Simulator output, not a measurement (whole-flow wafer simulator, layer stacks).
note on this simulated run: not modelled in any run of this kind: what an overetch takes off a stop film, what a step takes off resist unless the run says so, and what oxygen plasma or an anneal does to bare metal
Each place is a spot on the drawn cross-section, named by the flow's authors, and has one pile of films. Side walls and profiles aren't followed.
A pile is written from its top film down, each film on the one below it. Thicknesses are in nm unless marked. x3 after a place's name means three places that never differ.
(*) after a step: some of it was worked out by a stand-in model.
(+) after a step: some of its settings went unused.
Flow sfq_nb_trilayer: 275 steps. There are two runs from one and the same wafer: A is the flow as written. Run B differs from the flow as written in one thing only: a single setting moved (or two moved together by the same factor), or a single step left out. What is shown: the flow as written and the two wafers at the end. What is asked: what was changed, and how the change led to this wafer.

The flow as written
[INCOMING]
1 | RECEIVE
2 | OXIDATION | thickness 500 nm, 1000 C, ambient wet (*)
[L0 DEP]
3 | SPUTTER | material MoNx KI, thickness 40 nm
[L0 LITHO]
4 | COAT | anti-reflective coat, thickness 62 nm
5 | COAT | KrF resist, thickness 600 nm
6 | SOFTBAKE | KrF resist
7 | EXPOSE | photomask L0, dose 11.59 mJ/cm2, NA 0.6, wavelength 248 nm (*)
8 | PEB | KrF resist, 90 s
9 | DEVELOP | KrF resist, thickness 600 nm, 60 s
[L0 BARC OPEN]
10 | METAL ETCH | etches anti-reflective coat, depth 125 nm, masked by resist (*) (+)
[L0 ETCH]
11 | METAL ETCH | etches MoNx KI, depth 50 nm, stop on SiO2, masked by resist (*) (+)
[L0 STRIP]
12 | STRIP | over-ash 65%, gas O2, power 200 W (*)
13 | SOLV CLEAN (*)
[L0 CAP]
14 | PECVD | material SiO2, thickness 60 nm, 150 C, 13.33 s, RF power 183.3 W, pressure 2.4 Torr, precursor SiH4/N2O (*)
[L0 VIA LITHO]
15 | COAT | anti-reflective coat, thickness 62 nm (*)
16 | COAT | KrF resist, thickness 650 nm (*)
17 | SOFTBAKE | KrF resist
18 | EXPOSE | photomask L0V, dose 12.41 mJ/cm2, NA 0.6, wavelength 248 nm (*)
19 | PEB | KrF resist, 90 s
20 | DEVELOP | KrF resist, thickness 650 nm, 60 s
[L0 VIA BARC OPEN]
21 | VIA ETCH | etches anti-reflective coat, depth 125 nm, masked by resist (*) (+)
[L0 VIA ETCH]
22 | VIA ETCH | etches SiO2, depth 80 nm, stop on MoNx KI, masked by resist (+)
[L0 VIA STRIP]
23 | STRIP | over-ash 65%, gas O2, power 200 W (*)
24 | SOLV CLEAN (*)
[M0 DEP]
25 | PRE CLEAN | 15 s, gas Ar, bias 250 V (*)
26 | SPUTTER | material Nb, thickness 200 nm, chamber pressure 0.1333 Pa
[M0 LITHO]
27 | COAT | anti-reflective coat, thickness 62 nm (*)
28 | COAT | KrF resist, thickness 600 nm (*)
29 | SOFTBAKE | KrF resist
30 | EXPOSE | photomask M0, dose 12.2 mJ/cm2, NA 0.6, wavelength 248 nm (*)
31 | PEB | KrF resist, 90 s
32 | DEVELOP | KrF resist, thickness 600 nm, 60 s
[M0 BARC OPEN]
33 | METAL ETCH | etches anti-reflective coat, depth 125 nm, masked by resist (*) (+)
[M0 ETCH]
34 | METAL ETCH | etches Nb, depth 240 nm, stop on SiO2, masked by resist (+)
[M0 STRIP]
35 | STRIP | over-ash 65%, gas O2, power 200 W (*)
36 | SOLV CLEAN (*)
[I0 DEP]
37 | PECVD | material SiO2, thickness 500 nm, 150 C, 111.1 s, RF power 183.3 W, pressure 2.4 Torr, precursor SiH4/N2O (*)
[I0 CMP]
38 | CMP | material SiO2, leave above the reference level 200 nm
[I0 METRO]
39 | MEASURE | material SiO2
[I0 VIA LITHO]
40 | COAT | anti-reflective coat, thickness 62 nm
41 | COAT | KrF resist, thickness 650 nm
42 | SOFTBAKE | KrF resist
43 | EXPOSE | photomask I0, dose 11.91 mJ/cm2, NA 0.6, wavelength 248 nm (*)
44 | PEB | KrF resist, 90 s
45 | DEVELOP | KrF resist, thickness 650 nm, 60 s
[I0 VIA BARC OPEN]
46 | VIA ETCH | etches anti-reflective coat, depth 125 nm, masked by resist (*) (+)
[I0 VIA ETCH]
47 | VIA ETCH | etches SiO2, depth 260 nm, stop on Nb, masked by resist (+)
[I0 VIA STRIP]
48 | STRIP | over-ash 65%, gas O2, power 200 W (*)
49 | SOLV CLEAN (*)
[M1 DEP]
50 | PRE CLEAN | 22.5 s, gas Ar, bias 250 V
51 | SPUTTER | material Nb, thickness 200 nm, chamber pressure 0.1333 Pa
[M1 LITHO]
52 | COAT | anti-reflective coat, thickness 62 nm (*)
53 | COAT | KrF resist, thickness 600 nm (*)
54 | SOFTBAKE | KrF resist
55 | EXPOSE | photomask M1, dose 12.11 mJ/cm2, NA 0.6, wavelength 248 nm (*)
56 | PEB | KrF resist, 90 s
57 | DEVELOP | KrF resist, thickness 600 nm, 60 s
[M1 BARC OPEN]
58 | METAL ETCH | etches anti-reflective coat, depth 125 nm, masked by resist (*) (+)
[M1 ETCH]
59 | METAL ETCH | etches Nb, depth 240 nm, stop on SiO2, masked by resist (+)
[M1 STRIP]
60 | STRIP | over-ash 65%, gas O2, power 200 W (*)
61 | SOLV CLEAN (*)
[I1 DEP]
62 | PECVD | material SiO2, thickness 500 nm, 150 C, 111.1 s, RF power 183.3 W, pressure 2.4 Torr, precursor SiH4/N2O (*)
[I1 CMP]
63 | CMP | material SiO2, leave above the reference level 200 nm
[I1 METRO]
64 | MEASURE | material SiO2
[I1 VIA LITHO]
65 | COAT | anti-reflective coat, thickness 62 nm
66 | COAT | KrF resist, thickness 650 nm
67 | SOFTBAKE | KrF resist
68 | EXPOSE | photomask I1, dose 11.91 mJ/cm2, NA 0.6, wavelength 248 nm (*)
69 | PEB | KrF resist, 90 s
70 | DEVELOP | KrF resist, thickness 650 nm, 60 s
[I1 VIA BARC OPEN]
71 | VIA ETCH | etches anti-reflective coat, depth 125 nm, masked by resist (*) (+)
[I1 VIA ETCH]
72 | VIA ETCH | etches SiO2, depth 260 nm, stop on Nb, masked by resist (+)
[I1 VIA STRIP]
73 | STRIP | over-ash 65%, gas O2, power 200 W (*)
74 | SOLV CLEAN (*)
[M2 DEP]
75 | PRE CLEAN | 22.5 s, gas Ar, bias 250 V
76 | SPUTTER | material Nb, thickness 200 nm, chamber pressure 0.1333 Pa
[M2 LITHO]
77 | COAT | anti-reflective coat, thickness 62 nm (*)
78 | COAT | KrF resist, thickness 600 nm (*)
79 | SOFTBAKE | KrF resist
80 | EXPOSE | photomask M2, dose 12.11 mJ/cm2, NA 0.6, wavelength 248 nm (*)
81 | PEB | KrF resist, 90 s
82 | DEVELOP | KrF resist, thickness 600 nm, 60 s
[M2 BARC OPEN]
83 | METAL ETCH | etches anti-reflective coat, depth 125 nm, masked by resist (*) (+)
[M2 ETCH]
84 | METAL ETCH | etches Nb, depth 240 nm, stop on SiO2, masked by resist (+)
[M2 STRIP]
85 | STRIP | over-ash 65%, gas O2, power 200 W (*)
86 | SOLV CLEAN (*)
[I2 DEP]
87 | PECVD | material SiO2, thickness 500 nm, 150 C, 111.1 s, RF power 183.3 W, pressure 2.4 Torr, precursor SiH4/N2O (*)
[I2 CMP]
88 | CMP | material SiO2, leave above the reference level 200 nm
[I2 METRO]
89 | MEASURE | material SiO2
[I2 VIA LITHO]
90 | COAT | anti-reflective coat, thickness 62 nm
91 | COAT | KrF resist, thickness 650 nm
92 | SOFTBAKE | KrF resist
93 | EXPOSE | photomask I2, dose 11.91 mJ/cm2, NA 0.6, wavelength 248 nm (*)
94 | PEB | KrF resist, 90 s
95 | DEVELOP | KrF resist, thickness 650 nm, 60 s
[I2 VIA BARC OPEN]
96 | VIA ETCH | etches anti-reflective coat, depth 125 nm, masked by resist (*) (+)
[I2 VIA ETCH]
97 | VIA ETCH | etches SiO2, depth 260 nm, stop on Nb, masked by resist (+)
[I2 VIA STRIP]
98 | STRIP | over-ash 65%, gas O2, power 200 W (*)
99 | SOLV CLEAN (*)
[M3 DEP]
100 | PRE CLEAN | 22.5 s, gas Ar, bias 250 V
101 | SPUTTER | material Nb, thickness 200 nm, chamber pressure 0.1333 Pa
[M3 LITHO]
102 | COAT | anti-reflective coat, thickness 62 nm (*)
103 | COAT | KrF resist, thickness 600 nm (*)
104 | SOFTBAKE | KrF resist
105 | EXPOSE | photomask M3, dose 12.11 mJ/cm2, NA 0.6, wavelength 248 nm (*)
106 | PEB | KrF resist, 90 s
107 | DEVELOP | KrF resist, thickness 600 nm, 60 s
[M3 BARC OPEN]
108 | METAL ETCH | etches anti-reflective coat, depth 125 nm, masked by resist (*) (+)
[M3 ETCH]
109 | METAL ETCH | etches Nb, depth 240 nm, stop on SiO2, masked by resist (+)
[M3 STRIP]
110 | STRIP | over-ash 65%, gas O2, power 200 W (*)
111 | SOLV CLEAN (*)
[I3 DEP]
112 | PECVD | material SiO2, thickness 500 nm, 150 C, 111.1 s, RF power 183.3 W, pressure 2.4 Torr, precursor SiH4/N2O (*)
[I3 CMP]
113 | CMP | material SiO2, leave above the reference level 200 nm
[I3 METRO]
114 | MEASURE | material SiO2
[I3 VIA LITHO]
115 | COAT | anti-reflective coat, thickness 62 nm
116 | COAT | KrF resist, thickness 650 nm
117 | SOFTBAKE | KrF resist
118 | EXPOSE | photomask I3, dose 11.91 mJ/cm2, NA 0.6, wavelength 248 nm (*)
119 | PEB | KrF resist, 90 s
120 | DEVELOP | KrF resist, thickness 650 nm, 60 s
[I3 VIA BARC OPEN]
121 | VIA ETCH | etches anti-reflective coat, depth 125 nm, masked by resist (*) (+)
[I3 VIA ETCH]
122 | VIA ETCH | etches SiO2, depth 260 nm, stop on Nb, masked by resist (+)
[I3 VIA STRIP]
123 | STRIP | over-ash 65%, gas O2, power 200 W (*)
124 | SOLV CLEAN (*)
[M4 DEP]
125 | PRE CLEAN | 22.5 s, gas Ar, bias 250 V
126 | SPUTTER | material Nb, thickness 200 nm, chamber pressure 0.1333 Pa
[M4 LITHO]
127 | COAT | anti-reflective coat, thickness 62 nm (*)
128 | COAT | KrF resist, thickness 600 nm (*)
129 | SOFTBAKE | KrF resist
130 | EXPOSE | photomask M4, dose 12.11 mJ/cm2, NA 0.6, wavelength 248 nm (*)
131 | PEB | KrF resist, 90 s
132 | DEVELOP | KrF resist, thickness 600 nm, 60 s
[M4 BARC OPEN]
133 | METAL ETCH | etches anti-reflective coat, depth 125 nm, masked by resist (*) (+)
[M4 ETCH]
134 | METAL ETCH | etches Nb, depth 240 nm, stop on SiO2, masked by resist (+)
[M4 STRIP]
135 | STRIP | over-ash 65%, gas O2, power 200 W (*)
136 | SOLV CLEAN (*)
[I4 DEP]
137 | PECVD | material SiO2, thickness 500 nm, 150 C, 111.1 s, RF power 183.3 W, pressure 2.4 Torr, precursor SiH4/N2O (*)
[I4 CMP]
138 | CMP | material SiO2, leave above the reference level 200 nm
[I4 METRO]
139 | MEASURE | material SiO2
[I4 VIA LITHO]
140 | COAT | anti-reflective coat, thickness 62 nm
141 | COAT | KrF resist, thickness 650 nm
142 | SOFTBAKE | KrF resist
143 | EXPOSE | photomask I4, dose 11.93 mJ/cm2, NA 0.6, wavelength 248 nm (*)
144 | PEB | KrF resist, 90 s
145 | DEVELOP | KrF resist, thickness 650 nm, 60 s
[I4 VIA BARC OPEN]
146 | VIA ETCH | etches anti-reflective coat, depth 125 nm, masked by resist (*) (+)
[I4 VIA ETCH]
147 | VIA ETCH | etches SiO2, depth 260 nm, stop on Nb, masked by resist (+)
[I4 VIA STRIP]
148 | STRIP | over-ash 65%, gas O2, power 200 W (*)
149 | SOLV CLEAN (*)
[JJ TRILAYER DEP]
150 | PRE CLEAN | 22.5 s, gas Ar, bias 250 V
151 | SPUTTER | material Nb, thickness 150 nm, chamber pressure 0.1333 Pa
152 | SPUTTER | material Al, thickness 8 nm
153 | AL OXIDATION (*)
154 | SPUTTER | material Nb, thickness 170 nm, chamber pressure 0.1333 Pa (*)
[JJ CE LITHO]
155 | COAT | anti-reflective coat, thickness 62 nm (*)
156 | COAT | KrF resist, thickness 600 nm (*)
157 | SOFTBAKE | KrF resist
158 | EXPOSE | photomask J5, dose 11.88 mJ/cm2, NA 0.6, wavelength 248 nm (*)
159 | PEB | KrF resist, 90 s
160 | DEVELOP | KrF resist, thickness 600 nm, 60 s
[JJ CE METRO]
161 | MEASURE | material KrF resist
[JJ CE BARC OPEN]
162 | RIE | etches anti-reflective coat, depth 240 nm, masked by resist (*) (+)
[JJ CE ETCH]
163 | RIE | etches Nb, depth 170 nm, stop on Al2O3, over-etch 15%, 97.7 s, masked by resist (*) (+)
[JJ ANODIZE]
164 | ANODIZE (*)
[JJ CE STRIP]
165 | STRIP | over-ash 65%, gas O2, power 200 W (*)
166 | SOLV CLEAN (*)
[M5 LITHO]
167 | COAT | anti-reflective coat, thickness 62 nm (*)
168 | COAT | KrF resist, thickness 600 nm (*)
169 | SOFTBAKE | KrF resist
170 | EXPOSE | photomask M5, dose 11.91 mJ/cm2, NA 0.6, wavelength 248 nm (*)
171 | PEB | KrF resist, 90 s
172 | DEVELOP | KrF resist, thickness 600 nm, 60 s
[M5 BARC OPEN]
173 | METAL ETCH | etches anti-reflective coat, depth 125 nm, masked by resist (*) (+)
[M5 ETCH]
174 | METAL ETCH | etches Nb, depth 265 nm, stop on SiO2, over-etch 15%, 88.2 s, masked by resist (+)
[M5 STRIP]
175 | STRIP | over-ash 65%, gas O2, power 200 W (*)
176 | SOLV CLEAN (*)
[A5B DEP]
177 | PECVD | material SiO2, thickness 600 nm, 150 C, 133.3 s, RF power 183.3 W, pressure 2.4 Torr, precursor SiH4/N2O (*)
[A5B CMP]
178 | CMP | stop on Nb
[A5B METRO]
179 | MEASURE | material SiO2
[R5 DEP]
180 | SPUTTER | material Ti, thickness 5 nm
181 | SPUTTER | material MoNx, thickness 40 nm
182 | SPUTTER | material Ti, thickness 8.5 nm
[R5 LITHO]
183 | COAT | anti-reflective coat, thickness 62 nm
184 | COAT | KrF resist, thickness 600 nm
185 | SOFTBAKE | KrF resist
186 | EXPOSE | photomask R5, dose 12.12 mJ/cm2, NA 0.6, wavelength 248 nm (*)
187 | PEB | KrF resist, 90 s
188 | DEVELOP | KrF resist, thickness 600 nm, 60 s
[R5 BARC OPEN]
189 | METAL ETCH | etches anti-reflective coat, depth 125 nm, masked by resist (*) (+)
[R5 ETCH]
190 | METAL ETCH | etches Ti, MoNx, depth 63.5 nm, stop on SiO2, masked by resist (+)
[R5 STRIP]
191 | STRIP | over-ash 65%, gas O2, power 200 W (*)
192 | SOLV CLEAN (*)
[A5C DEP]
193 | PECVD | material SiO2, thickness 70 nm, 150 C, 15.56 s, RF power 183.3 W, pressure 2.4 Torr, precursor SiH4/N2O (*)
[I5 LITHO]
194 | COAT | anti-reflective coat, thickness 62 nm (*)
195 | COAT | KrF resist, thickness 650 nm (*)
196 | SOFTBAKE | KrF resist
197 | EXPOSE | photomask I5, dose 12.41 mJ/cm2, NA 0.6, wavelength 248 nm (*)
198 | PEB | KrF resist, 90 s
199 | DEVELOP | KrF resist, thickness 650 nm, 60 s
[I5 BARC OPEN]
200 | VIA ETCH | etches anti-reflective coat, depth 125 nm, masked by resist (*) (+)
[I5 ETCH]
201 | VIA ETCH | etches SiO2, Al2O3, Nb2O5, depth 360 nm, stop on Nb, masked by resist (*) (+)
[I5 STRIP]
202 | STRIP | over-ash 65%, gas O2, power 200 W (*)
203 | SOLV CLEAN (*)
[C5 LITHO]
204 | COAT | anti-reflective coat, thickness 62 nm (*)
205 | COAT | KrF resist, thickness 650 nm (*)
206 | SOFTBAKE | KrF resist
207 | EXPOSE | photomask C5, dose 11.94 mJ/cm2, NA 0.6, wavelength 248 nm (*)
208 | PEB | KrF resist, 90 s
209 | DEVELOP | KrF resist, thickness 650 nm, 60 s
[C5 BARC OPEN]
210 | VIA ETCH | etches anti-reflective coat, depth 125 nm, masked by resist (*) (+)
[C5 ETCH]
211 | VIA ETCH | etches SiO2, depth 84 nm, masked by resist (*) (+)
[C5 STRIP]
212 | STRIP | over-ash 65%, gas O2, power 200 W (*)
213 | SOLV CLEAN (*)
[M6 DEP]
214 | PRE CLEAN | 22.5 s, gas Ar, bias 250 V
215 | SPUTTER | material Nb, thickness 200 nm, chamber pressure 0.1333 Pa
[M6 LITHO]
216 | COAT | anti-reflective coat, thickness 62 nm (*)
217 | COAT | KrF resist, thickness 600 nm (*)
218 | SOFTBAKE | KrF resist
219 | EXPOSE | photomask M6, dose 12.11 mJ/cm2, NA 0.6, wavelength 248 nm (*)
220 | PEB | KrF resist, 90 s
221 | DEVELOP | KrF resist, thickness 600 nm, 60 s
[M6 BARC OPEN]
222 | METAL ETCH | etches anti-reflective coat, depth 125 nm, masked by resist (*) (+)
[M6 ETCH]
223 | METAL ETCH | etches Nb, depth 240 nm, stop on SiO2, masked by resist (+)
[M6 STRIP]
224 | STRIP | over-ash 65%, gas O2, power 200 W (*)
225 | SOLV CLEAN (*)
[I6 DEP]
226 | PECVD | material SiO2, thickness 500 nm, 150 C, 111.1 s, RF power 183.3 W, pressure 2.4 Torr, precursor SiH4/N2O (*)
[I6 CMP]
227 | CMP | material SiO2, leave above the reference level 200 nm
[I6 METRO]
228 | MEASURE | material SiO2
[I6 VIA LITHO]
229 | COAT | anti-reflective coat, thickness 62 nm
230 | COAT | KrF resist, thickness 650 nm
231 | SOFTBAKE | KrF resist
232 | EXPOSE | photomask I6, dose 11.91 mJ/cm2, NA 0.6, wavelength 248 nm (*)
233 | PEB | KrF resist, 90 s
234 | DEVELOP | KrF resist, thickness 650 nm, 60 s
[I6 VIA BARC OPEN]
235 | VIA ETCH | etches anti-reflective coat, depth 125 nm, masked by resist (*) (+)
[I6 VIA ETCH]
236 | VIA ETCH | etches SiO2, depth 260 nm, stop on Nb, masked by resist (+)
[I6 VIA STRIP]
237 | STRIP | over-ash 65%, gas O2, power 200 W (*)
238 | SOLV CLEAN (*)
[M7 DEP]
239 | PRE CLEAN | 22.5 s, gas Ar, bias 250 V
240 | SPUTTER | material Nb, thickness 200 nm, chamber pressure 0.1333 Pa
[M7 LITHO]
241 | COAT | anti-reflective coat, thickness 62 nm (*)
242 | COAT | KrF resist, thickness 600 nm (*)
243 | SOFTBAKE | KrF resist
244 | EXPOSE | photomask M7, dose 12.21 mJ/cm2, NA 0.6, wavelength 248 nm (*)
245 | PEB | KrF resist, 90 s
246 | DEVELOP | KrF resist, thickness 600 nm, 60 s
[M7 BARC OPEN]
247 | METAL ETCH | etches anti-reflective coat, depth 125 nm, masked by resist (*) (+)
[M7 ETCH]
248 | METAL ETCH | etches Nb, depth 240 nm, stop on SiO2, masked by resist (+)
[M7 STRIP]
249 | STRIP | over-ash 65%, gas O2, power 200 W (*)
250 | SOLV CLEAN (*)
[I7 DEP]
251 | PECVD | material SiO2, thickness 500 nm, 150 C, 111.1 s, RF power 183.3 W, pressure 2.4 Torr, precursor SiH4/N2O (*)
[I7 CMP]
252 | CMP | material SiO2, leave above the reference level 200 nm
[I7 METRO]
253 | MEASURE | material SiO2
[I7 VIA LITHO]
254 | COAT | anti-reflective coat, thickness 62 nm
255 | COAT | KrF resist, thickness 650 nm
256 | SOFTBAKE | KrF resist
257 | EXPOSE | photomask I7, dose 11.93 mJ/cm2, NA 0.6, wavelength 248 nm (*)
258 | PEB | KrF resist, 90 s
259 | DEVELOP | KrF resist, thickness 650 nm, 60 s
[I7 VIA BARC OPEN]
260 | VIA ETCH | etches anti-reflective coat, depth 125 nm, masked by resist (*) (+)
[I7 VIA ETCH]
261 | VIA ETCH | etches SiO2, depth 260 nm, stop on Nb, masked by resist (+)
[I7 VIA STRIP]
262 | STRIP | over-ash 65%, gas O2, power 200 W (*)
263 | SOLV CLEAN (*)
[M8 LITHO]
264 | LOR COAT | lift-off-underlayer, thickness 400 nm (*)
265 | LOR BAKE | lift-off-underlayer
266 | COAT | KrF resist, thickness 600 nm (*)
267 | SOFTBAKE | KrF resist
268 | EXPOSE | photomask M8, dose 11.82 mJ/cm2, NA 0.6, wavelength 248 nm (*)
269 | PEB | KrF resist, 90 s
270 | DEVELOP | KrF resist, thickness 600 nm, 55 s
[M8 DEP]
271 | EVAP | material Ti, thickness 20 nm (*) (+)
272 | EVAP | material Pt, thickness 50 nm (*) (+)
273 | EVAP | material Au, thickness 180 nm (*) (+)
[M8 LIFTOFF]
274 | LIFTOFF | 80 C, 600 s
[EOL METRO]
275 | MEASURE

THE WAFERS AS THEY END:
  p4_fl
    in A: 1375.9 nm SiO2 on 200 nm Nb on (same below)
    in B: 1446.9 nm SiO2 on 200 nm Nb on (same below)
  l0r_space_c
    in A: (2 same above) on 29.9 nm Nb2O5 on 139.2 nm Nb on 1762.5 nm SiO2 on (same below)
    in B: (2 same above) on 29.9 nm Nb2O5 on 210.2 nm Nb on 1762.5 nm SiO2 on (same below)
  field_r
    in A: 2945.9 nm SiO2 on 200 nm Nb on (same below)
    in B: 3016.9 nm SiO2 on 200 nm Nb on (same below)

The reason: step 151, SPUTTER: thickness 221 nm was run, though the flow has thickness 150 nm.

Step by step, how the change led to this:
  151 | SPUTTER | material Nb, thickness 150 nm, chamber pressure 0.1333 Pa
      field_l, v_sur, via_sp and 100 more: A Nb gains 150 (new film) | B Nb gains 221 (new film)
      via_wl, via_w, via_wr: A Nb gains 130.4 | B Nb gains 193
  152 | SPUTTER | material Al, thickness 8 nm
      via_wl, via_wr: A Al gains 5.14 (new film) | B Al gains 4.56 (new film)
  154 | SPUTTER | material Nb, thickness 170 nm, chamber pressure 0.1333 Pa (*)
      via_wl, via_wr: A Nb gains 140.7 (new film) | B Nb gains 136.7 (new film)
      via_w: A Nb gains 141 (new film) | B Nb gains 137.1 (new film)
  155 | COAT | anti-reflective coat, thickness 62 nm (*)
      via_wl, via_wr: A anti-reflective coat gains 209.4 (new film) | B anti-reflective coat gains 231.7 (new film)
      via_w: A anti-reflective coat gains 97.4 (new film) | B anti-reflective coat gains 104.6 (new film)
  162 | RIE | etches anti-reflective coat, depth 240 nm, masked by resist (*) (+)
      ce_l, c5j, ce_r, wl_jj: A KrF resist loses 209.4 | B KrF resist loses 231.7
      via_wl, via_wr: A anti-reflective coat loses 209.4 (all of it) | B anti-reflective coat loses 231.7 (all of it)
      (as well as at 1 more place)
  163 | RIE | etches Nb, depth 170 nm, stop on Al2O3, over-etch 15%, 97.7 s, masked by resist (*) (+)
      via_wl, via_wr: A Nb loses 140.7 (all of it), Al2O3 loses 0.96 (all of it) | B Nb loses 136.7 (all of it), Al2O3 loses 0.96 (all of it)
      via_w: A Nb loses 141 (all of it), Al2O3 loses 0.96 (all of it) | B Nb loses 137.1 (all of it), Al2O3 loses 0.96 (all of it)
  164 | ANODIZE (*)
      via_wl, via_wr: A Al2O3 gains 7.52 (new film), Nb2O5 gains 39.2 (new film), Al loses 4.56 (all of it), Nb loses 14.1 | B Al2O3 gains 6.57 (new film), Nb2O5 gains 40.9 (new film), Al loses 3.98 (all of it), Nb loses 14.7
      via_w: A Al2O3 gains 10.8 (new film), Nb2O5 gains 33.3 (new film), Al loses 6.54 (all of it), Nb loses 12 | B Al2O3 gains 10.4 (new film), Nb2O5 gains 34.1 (new film), Al loses 6.28 (all of it), Nb loses 12.3
  165 | STRIP | over-ash 65%, gas O2, power 200 W (*)
      ce_l: A KrF resist loses 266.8 (all of it), anti-reflective coat loses 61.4 (all of it) | B KrF resist loses 244.4 (all of it), anti-reflective coat loses 61.4 (all of it)
      c5j: A KrF resist loses 266.9 (all of it), anti-reflective coat loses 61.5 (all of it) | B KrF resist loses 244.5 (all of it), anti-reflective coat loses 61.5 (all of it)
      (as well as at 2 more places)
  167 | COAT | anti-reflective coat, thickness 62 nm (*)
      v_sur: A anti-reflective coat gains 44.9 (new film) | B anti-reflective coat gains 41.1 (new film)
      via_wl: A anti-reflective coat gains 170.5 (new film) | B anti-reflective coat gains 155.3 (new film)
      (as well as at 3 more places)
  168 | COAT | KrF resist, thickness 600 nm (*)
      via_wl: A KrF resist gains 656 (new film) | B KrF resist gains 672.7 (new film)
      via_wr: A KrF resist gains 656.6 (new film) | B KrF resist gains 673.6 (new film)
  174 | METAL ETCH | etches Nb, depth 265 nm, stop on SiO2, over-etch 15%, 88.2 s, masked by resist (+)
      field_l, r_sur, res and 49 more: A Al2O3 loses 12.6 (all of it), Nb2O5 loses 29.9 (all of it), Nb loses 139.2 (all of it), SiO2 loses 12.3 | B Al2O3 loses 12.6 (all of it), Nb2O5 loses 29.9 (all of it), Nb loses 210.2 (all of it), SiO2 loses 5.19
      wl_a_sl: A Al2O3 loses 12.6 (all of it), Nb2O5 loses 29.9 (all of it), Nb loses 139.2 (all of it), SiO2 loses 12.3 | B Al2O3 loses 12.6 (all of it), Nb2O5 loses 29.9 (all of it), Nb loses 210.2 (all of it), SiO2 loses 5.2
  175 | STRIP | over-ash 65%, gas O2, power 200 W (*)
      v_sur: A KrF resist loses 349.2 (all of it), anti-reflective coat loses 44.9 (all of it) | B KrF resist loses 347.8 (all of it), anti-reflective coat loses 41.1 (all of it)
      via_wl: A KrF resist loses 427 (all of it), anti-reflective coat loses 170.5 (all of it) | B KrF resist loses 443.7 (all of it), anti-reflective coat loses 155.3 (all of it)
      (as well as at 3 more places)
  178 | CMP | stop on Nb
      field_l, p4_fl, p4_fm and 39 more: A SiO2 loses 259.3 | B SiO2 loses 195.4
      r_sur, res, r_end, moat, field_r, lsp_l: A SiO2 loses 252.3 | B SiO2 loses 186
      (as well as at 8 more places)
